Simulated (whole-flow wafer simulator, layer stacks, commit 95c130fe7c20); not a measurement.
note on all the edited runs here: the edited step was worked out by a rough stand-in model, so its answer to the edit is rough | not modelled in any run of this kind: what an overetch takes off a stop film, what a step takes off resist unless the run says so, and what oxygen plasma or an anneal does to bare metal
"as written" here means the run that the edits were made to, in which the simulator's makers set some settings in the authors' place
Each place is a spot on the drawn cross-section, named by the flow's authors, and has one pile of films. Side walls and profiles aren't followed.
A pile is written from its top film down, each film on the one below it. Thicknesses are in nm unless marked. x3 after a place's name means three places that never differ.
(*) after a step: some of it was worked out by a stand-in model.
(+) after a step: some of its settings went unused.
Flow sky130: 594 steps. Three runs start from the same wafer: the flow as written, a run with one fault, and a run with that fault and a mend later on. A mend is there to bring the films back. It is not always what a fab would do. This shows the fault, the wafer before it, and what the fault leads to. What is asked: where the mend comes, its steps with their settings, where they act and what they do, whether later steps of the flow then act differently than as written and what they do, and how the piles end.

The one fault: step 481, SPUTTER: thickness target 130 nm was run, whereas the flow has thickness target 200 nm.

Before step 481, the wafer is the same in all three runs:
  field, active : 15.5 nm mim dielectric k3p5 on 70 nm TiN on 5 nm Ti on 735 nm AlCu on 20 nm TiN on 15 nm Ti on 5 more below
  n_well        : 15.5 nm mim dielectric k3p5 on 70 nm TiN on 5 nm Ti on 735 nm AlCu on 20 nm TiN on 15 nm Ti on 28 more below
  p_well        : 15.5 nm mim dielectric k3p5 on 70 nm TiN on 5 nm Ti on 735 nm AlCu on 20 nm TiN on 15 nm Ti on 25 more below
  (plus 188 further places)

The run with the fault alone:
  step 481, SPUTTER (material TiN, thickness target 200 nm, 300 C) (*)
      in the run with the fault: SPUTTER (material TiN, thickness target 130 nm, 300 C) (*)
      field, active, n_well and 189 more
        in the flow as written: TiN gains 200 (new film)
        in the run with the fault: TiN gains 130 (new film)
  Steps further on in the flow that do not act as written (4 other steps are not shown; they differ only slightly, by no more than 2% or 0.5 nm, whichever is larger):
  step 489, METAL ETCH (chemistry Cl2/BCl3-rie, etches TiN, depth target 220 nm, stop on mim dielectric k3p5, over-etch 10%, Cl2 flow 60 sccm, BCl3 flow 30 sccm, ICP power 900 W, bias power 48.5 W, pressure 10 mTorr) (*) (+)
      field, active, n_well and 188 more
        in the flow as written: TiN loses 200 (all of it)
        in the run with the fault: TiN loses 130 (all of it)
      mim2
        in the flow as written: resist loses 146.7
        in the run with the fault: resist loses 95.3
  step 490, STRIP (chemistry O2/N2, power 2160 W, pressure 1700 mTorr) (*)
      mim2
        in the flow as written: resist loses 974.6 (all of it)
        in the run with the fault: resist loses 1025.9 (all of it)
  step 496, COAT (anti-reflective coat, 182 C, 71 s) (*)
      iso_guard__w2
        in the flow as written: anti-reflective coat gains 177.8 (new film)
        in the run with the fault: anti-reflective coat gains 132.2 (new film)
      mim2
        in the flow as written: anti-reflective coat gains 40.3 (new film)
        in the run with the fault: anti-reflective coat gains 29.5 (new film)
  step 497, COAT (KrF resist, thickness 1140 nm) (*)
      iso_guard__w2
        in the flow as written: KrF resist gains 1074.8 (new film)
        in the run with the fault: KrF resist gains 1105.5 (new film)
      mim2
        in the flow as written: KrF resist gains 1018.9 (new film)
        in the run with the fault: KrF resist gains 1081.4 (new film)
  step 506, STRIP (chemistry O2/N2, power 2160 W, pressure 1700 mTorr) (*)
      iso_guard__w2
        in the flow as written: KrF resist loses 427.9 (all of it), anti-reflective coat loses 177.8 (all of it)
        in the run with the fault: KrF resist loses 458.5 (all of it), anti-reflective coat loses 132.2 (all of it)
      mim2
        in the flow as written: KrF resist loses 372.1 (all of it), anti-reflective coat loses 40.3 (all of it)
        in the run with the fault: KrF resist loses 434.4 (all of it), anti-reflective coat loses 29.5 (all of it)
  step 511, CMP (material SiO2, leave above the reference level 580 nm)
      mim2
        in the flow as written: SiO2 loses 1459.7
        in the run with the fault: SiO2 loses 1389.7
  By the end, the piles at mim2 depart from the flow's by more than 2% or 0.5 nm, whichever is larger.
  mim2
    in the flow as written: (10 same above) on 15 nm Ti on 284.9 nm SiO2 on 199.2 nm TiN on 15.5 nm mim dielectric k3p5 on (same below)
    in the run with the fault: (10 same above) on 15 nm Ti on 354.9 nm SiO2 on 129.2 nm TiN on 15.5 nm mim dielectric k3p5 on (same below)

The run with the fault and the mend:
  The mend follows step 488.
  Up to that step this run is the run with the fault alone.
  step 488a, STRIP (chemistry O2/N2, power 2160 W, pressure 1700 mTorr) (*)
      mim2
        resist loses 1121.3 (all of it)
  step 488b, SPUTTER (material TiN, thickness target 70 nm, 300 C) (*) (the flow's step 481, run once more with other settings)
      field, active, n_well and 189 more
        TiN gains 70
  step 488c, HMDS (120 C, 60 s) (the flow's step 483, run once more)
      alters no film at any place that is followed
  step 488d, COAT (resist, thickness 1140 nm) (the flow's step 484, run once more)
      field, active, n_well and 187 more
        resist gains 1140 (new film)
      m1, via3_hole
        resist gains 1140.6 (new film)
  step 488e, SOFTBAKE (resist) (the flow's step 485, run once more)
      alters no film at any place that is followed
  step 488f, EXPOSE (photomask CAP2M, dose 177.7 mJ/cm2, NA 0.6, wavelength 365 nm) (*) (the flow's step 486, run once more)
      alters no film at any place that is followed
  step 488g, PEB (resist, 70.3 s) (the flow's step 487, run once more)
      field, active, n_well and 189 more
        resist loses 18.7
  step 488h, DEVELOP (resist, thickness 1140 nm, developer TMAH-0.26N, 60 s) (the flow's step 488, run once more)
      field, active, n_well and 186 more
        resist loses 1121.3 (all of it)
      m1, via3_hole
        resist loses 1121.9 (all of it)
  Every later step of the flow that is run acts as written at every place that is followed.
  At every place that both follow, the piles at the end match the flow's.
